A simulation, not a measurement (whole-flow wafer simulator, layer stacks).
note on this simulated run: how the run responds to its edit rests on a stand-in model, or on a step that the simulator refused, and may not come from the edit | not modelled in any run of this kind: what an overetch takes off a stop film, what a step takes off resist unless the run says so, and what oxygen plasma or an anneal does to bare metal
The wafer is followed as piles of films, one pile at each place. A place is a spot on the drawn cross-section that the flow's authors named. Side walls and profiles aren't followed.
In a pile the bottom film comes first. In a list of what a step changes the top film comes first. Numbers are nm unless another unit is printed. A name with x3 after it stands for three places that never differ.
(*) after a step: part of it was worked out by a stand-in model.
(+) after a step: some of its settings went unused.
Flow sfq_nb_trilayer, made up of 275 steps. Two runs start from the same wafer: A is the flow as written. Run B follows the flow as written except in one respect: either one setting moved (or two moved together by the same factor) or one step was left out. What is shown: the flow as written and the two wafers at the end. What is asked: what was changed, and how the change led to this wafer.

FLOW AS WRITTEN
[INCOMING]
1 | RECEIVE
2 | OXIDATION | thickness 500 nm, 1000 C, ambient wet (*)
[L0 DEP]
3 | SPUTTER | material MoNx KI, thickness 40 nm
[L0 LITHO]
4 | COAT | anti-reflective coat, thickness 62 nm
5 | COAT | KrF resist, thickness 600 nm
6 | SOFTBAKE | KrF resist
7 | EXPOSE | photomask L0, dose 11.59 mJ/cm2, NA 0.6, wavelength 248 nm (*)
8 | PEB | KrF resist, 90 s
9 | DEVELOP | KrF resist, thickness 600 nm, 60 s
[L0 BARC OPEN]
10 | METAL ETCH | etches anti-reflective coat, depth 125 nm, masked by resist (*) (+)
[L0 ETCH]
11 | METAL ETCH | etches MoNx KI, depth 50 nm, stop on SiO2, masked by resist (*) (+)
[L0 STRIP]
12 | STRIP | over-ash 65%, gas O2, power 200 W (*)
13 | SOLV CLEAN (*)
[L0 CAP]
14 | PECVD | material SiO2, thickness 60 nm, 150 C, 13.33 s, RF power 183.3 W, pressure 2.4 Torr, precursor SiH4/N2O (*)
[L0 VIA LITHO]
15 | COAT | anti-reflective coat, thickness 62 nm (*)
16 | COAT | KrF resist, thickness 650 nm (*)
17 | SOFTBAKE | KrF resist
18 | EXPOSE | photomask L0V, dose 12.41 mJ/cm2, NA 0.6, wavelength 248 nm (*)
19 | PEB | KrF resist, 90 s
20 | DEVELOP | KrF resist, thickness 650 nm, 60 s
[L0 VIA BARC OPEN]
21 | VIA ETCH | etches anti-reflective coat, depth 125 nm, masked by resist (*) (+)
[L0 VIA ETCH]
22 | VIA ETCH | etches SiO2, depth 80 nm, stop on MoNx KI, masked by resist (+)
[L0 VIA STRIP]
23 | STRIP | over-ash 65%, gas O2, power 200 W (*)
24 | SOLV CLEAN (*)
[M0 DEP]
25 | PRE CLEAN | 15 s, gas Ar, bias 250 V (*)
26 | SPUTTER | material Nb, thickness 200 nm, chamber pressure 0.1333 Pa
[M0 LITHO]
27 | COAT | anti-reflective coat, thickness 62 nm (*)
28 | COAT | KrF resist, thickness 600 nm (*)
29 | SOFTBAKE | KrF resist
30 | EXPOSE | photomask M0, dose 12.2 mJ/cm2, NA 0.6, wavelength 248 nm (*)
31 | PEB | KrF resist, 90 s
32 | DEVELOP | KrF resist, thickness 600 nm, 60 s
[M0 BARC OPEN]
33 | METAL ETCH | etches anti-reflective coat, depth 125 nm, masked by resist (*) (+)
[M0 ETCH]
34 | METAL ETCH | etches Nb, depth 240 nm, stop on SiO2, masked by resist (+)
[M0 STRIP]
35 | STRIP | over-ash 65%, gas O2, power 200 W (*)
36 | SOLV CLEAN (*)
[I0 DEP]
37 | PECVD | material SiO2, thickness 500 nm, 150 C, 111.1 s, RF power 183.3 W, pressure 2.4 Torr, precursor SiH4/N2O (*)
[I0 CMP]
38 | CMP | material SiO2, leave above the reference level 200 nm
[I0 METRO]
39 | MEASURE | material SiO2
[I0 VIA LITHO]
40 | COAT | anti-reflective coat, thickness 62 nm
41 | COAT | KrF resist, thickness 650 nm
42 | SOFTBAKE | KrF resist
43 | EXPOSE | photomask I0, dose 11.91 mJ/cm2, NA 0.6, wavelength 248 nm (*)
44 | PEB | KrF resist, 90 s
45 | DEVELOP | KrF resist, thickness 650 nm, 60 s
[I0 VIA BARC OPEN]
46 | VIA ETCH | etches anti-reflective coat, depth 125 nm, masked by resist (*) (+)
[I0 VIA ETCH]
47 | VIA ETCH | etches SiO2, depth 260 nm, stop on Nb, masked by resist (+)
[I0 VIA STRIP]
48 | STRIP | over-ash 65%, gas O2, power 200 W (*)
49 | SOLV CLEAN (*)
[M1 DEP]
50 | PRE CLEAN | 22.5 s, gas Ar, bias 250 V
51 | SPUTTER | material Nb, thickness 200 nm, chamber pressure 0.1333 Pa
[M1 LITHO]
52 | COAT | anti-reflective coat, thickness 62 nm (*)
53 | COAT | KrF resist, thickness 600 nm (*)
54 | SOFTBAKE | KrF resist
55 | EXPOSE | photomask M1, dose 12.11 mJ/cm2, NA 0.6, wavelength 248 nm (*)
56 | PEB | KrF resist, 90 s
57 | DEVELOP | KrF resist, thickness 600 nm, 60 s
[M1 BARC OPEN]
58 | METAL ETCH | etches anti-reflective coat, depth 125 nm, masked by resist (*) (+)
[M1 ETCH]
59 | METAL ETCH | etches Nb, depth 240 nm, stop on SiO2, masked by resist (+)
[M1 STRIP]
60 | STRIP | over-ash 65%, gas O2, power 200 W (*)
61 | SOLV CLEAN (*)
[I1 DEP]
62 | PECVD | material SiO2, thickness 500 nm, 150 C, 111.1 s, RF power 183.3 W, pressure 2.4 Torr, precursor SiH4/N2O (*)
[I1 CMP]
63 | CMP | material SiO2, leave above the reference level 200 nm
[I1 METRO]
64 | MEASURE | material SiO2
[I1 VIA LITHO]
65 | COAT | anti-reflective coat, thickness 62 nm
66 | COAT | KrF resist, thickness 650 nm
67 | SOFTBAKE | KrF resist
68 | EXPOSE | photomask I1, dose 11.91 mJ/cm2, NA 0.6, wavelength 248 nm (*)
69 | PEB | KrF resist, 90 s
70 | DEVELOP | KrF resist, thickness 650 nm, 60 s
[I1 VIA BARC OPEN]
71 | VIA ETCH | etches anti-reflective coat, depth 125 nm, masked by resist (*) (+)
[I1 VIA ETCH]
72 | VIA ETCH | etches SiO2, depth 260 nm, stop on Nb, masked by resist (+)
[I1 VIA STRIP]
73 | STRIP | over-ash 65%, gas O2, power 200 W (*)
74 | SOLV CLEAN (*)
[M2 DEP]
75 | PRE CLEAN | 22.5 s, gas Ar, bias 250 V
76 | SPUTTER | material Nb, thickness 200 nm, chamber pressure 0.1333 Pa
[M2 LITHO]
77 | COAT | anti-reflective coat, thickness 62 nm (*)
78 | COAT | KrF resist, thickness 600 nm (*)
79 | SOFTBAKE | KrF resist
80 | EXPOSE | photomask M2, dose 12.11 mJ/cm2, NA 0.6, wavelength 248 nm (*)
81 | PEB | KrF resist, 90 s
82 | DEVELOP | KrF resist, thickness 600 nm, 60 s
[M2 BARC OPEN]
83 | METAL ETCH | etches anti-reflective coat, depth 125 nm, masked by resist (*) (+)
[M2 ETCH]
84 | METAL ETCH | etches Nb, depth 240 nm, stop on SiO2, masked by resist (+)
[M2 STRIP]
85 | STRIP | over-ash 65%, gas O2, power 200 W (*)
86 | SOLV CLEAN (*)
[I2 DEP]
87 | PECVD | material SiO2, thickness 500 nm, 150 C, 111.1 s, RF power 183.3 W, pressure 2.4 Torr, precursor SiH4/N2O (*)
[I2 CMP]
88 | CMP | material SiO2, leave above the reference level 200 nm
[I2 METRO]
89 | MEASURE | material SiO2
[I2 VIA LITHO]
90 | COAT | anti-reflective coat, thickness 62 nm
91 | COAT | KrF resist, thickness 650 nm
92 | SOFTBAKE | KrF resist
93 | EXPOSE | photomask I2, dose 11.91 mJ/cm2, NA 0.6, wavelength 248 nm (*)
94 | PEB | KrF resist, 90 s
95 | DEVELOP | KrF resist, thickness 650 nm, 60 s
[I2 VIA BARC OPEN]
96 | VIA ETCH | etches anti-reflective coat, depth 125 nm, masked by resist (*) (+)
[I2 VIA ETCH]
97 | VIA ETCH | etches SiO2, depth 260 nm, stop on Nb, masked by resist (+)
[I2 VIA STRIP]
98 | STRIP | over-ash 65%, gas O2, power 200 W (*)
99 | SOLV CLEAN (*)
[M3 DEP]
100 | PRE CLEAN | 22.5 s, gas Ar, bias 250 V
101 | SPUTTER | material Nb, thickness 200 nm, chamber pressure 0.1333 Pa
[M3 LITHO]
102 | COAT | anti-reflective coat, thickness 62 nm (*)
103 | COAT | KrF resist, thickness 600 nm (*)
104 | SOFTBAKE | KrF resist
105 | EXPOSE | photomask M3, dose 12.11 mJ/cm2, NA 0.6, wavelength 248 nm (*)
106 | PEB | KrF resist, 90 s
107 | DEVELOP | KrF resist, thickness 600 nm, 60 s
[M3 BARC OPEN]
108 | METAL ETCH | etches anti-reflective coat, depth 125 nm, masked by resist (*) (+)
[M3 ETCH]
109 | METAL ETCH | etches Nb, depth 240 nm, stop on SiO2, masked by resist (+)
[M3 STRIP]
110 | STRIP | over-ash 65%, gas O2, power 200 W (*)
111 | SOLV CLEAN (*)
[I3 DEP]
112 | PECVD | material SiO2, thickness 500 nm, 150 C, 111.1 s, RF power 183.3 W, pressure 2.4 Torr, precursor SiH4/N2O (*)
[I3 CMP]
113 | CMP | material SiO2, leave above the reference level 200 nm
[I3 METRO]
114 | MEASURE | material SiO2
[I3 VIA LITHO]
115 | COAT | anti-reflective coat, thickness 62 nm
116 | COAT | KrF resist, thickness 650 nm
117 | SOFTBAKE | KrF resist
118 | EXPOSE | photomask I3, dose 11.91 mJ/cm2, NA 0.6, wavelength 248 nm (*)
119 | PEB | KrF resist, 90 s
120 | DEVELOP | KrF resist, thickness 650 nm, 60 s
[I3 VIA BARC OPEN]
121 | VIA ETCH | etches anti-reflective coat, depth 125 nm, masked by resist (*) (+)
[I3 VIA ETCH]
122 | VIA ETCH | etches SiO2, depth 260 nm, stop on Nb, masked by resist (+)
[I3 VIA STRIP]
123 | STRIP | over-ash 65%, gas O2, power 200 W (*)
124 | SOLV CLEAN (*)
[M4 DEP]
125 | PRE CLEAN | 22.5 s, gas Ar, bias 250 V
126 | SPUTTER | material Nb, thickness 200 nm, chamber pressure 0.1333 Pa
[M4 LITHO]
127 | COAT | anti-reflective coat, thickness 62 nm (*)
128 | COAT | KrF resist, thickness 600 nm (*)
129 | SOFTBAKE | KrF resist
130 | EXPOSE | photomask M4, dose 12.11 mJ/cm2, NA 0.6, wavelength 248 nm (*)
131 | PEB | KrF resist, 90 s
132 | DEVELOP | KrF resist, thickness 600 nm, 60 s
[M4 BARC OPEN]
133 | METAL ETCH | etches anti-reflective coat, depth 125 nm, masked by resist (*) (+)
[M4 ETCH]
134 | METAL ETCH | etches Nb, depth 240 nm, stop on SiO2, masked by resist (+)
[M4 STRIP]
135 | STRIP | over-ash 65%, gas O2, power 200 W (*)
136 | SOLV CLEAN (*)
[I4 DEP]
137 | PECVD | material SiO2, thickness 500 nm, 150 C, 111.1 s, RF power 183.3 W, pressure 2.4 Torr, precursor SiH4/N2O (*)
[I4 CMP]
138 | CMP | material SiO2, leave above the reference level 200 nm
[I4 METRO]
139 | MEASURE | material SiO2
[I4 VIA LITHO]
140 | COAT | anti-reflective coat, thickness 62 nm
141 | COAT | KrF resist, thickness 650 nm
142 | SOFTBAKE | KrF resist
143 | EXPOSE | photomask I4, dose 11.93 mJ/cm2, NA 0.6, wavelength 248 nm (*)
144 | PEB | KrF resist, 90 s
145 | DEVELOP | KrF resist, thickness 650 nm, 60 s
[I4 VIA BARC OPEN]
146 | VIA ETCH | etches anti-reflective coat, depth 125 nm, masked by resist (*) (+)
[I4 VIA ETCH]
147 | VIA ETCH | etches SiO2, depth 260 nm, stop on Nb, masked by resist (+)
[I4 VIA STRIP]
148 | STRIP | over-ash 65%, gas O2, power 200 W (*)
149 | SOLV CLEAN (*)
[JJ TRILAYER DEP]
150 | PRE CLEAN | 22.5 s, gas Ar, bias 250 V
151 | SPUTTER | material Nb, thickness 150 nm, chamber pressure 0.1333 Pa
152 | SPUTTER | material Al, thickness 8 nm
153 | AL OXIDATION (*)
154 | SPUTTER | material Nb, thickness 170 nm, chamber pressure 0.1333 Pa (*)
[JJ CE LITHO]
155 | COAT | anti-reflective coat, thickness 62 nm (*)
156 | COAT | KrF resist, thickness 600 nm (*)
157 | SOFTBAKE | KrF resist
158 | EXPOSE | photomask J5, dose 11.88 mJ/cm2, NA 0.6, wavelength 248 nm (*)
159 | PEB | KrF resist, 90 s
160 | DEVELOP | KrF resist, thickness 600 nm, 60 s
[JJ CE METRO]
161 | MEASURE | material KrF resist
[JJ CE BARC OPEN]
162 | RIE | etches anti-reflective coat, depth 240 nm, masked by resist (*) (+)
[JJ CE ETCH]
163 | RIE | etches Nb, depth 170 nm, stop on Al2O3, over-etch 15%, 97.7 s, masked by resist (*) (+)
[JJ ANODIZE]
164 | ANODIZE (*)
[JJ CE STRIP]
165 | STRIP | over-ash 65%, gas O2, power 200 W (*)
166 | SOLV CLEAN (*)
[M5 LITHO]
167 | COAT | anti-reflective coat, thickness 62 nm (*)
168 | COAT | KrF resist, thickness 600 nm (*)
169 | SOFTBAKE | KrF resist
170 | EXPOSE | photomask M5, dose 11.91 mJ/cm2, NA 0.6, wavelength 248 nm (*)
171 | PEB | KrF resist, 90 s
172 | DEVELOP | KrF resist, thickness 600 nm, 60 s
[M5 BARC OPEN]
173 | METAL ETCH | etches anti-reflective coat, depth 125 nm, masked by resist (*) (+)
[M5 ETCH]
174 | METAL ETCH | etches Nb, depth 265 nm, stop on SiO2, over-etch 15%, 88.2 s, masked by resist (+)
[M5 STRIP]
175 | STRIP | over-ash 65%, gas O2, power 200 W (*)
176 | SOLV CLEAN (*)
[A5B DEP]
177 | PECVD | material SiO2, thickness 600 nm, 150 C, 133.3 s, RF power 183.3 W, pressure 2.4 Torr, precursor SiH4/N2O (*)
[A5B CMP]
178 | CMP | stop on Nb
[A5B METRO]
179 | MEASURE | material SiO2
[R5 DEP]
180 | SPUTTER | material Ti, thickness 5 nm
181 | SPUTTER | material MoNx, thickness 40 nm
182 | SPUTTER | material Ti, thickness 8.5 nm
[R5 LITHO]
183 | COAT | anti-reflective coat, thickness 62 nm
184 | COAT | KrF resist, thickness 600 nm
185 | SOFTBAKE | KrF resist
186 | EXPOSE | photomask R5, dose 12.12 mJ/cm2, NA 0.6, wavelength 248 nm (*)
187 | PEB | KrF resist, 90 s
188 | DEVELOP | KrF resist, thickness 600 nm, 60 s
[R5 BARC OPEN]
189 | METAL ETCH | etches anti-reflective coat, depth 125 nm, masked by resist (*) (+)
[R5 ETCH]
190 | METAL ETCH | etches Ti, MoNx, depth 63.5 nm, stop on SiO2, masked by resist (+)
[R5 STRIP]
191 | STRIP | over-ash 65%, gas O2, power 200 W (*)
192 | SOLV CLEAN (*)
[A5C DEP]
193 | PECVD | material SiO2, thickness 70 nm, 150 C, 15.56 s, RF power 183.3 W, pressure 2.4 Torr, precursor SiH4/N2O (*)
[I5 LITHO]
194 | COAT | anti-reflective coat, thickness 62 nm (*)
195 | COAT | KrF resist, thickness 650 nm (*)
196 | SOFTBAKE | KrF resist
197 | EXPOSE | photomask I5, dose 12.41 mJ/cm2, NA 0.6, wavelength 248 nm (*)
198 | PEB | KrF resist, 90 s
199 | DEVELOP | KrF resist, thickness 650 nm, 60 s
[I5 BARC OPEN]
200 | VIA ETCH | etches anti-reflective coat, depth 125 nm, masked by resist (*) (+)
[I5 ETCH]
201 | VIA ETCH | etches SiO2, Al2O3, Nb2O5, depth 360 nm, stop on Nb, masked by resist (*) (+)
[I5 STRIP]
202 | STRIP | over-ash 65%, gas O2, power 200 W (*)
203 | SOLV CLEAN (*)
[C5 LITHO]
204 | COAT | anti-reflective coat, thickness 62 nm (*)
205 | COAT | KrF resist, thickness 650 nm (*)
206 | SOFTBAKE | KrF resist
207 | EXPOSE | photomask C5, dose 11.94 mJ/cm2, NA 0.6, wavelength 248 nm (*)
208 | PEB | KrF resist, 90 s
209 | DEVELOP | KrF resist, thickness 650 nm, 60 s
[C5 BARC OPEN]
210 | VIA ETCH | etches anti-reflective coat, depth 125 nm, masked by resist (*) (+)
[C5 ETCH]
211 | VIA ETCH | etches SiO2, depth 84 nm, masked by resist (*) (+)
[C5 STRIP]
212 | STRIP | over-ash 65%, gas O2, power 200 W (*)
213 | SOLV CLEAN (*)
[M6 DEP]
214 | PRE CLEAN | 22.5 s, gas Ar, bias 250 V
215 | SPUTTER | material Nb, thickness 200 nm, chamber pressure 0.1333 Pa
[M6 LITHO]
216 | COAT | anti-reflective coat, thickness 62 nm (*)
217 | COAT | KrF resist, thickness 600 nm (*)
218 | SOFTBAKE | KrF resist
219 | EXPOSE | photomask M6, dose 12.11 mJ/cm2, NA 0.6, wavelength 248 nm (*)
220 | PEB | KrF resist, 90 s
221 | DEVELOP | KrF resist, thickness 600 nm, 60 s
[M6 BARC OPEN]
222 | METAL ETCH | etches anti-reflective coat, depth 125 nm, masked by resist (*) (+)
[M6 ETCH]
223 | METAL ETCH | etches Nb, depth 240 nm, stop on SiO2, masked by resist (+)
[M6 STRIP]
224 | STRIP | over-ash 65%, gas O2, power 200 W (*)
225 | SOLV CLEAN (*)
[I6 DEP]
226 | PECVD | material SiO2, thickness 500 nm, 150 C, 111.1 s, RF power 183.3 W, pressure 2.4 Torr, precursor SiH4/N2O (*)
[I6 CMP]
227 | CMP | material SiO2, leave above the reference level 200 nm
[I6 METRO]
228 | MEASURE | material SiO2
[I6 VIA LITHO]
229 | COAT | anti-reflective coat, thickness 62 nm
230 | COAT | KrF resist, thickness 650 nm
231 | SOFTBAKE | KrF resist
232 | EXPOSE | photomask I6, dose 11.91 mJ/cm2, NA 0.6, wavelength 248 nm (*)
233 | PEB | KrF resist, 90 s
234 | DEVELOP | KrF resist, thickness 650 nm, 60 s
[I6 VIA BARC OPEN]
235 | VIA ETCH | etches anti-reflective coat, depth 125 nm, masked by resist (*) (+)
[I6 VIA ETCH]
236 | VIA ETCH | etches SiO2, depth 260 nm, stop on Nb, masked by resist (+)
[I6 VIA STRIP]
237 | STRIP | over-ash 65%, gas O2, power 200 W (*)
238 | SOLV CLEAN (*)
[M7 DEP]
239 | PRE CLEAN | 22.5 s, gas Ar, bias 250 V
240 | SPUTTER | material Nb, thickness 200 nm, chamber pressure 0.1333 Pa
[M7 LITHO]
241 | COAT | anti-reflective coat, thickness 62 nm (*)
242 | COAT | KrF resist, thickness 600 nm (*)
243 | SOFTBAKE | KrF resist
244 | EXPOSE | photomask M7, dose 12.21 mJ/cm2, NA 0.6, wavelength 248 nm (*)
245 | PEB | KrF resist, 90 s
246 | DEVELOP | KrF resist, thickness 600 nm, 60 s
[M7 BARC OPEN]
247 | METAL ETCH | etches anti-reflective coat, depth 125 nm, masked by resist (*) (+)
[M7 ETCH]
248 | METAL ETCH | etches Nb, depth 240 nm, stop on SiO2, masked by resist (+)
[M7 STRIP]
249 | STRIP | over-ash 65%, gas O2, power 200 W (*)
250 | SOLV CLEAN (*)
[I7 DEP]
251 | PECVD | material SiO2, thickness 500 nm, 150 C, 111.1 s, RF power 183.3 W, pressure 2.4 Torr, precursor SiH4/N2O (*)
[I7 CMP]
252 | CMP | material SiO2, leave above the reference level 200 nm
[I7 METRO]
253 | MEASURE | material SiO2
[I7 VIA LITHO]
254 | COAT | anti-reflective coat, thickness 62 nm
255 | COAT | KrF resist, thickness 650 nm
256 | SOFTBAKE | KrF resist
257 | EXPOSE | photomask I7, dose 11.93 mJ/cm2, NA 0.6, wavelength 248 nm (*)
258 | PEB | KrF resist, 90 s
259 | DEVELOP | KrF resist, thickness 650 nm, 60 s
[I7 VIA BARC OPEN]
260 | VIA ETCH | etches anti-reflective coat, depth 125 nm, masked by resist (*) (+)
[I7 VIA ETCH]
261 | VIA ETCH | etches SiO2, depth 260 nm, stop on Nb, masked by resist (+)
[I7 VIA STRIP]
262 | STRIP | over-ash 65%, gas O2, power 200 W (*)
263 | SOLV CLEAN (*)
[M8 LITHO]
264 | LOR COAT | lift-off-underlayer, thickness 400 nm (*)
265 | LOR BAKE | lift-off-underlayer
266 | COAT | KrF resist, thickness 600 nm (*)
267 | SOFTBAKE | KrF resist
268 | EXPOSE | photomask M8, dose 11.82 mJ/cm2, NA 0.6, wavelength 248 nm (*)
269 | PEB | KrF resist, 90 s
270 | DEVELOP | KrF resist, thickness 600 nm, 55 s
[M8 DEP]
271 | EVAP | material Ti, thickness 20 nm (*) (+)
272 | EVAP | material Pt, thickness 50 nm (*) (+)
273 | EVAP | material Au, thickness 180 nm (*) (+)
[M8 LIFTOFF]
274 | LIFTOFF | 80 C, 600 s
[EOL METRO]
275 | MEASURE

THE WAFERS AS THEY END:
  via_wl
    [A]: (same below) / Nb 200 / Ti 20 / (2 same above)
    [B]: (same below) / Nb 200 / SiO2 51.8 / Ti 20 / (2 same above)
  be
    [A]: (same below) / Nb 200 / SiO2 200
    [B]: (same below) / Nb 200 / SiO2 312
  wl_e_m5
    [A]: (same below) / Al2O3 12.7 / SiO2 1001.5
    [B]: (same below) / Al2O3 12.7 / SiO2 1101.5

What caused this: step 252, CMP: leave above the reference level 312 nm was run, while the flow as written has leave above the reference level 200 nm.
One can read it off the wafer: be has SiO2 312, and step 252 as written asks for 200 nm.

Step by step, how the change led to this:
  252 | CMP | material SiO2, leave above the reference level 200 nm
      field_l, p4_fl, p4_fm and 56 more: A -100 SiO2 | B nothing
      field_r, lsp_l: A -77.7 SiO2 | B nothing
      (as well as at 45 more places)
  254 | COAT | anti-reflective coat, thickness 62 nm
      m0r_space_l, m0r_space_r, m6r_space_l, m6r_space_r: A +62 anti-reflective coat (new film) | B +63.7 anti-reflective coat (new film)
      m5r_linepad_l, m5r_linepad_r: A +62 anti-reflective coat (new film) | B +67.5 anti-reflective coat (new film)
      (as well as at 19 more places)
  255 | COAT | KrF resist, thickness 650 nm
      lsp_l: A +650 KrF resist (new film) | B +664.5 KrF resist (new film)
  261 | VIA ETCH | etches SiO2, depth 260 nm, stop on Nb, masked by resist (+)
      via_wl, via_w, via_wr: A -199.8 SiO2 (all of it) | B -260 SiO2
  262 | STRIP | over-ash 65%, gas O2, power 200 W (*)
      m0r_space_l, m0r_space_r, m6r_space_l, m6r_space_r: A -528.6 KrF resist (all of it), -62 anti-reflective coat (all of it) | B -530.4 KrF resist (all of it), -63.7 anti-reflective coat (all of it)
      m5r_linepad_l, m5r_linepad_r: A -528.6 KrF resist (all of it), -62 anti-reflective coat (all of it) | B -526.7 KrF resist (all of it), -67.5 anti-reflective coat (all of it)
      (as well as at 19 more places)
  264 | LOR COAT | lift-off-underlayer, thickness 400 nm (*)
      v_sur: A +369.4 lift-off-underlayer (new film) | B +358.1 lift-off-underlayer (new film)
      via_wl: A +549.8 lift-off-underlayer (new film) | B +590.9 lift-off-underlayer (new film)
      (as well as at 7 more places)
  270 | DEVELOP | KrF resist, thickness 600 nm, 55 s
      v_sur: A -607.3 KrF resist (all of it), -369.4 lift-off-underlayer (all of it) | B -607.1 KrF resist (all of it), -358.1 lift-off-underlayer (all of it)
      via_wl: A -623.9 KrF resist (all of it), -549.8 lift-off-underlayer (all of it) | B -630.9 KrF resist (all of it), -590.9 lift-off-underlayer (all of it)
      (as well as at 3 more places)
  274 | LIFTOFF | 80 C, 600 s
      field_r: A -180 Au (all of it), -50 Pt (all of it), -20 Ti (all of it), -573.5 KrF resist (all of it), -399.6 lift-off-underlayer (all of it) | B -180 Au (all of it), -50 Pt (all of it), -20 Ti (all of it), -576.8 KrF resist (all of it), -421.5 lift-off-underlayer (all of it)
      lsp_l: A -180 Au (all of it), -50 Pt (all of it), -20 Ti (all of it), -573.4 KrF resist (all of it), -399.6 lift-off-underlayer (all of it) | B -180 Au (all of it), -50 Pt (all of it), -20 Ti (all of it), -577.7 KrF resist (all of it), -420.2 lift-off-underlayer (all of it)
      (as well as at 2 more places)
Taking metal films that touch as one body, via_wl has 8 bodies (between them, from the top down: SiO2 51.8; SiO2 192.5; SiO2 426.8 / Al2O3 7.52 / Nb2O5 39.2; SiO2 192.5; SiO2 192.5; SiO2 192.5; SiO2 192.5); the flow as written gives 7 bodies (between them, from the top down: SiO2 192.5; SiO2 426.8 / Al2O3 7.52 / Nb2O5 39.2; SiO2 192.5; SiO2 192.5; SiO2 192.5; SiO2 192.5).
